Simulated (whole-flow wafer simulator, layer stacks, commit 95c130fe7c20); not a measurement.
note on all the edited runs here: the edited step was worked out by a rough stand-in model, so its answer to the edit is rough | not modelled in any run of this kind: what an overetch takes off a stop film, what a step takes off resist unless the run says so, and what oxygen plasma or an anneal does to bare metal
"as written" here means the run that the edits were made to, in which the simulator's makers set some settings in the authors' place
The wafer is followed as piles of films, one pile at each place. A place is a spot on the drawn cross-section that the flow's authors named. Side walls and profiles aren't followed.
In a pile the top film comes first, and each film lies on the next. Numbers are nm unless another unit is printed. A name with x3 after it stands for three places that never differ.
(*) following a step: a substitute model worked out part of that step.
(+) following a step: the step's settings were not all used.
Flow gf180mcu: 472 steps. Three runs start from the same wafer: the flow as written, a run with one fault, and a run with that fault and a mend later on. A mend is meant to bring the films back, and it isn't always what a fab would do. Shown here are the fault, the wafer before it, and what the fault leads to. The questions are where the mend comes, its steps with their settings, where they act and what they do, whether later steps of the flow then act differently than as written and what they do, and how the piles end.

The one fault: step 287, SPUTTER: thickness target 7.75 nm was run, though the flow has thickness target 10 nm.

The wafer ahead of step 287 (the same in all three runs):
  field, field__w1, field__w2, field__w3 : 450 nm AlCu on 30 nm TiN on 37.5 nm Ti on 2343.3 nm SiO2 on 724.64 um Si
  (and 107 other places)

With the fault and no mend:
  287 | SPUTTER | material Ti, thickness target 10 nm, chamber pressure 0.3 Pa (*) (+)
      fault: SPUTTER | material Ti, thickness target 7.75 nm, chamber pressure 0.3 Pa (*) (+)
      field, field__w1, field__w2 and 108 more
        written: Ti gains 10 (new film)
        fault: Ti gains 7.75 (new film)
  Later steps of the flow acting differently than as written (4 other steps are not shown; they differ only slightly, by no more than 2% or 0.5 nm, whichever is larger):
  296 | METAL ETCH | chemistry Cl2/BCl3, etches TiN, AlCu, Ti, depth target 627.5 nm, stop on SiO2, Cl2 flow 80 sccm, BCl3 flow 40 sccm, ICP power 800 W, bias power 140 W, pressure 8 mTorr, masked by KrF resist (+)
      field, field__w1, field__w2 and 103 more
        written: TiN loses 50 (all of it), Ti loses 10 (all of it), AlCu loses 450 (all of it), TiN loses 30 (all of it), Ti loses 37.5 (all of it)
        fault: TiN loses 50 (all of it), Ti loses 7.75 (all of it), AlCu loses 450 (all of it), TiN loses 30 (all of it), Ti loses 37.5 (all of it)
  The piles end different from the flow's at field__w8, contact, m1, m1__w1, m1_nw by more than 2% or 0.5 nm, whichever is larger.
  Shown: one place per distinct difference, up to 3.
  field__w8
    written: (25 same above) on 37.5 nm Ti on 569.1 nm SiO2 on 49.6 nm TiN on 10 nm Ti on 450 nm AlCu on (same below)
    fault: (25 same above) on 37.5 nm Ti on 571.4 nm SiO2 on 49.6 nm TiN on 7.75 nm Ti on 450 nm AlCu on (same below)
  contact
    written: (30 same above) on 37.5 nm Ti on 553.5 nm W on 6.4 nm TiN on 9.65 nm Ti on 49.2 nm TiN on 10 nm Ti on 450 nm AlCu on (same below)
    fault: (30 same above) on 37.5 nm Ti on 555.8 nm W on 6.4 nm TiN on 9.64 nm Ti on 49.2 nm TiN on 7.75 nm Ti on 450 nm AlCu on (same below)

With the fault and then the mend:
  After step 287 comes the mend.
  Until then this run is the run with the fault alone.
  287a | SPUTTER | material Ti, thickness target 2.25 nm, chamber pressure 0.3 Pa (*) (+) (a further turn of the flow's step 287, with different settings)
      field, field__w1, field__w2 and 108 more
        Ti gains 2.25
  Every later step of the flow that is run acts as written at every place that is followed.
  By the end, the piles equal the flow's at every place that both follow.
